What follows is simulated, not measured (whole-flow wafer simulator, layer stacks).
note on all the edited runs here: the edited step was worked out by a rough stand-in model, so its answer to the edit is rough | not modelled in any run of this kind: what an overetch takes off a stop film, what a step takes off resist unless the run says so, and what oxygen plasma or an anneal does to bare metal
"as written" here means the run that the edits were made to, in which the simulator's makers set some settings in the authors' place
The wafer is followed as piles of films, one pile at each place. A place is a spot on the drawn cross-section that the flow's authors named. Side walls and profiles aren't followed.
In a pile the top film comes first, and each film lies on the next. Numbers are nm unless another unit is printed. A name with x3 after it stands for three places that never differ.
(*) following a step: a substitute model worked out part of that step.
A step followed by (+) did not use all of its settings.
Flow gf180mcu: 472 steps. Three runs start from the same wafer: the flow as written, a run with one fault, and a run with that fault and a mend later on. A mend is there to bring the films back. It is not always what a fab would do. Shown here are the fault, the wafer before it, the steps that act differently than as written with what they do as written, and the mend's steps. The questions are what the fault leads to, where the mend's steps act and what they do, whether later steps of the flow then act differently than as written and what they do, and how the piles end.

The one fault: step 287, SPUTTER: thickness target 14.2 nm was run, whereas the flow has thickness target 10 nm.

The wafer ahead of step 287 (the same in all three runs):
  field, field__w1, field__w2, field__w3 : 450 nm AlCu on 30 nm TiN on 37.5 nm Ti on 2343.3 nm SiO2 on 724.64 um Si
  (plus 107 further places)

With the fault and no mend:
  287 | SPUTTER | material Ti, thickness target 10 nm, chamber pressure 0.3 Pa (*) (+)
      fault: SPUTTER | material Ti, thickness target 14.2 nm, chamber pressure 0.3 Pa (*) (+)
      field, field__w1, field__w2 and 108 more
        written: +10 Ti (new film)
        fault: +14.2 Ti (new film)
  Steps further on in the flow that do not act as written (not shown: 5 more steps that differ only slightly, by at most 2% or 0.5 nm, whichever is larger):
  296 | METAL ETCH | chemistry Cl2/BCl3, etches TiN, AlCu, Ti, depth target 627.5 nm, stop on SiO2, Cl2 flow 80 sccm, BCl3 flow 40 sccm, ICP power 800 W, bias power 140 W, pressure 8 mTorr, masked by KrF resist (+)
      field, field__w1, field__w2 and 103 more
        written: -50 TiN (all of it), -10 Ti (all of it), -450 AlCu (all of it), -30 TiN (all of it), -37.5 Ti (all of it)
        fault: -50 TiN (all of it), -14.2 Ti (all of it), -450 AlCu (all of it), -30 TiN (all of it), -37.5 Ti (all of it)
  By the end, the piles at field__w8, contact, m1, m1__w1, m1_nw depart from the flow's by more than 2% or 0.5 nm, whichever is larger.
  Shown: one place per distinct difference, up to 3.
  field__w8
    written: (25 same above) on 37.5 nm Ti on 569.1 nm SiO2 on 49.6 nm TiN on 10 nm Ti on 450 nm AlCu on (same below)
    fault: (25 same above) on 37.5 nm Ti on 564.9 nm SiO2 on 49.6 nm TiN on 14.2 nm Ti on 450 nm AlCu on (same below)
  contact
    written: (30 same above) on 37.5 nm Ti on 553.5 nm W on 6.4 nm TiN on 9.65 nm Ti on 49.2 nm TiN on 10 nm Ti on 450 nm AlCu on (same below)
    fault: (30 same above) on 37.5 nm Ti on 549.3 nm W on 6.42 nm TiN on 9.68 nm Ti on 49.2 nm TiN on 14.2 nm Ti on 450 nm AlCu on (same below)

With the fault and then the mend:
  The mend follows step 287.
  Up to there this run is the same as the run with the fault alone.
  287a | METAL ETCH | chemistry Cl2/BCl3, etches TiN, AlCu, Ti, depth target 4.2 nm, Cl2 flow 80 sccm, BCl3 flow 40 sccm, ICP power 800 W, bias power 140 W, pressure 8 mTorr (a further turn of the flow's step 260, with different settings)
      field, field__w1, field__w2 and 108 more
        -4.2 Ti
  Later steps of the flow that are run all act as written at every place that is followed.
  The piles end the same as the flow's at every place that both follow.
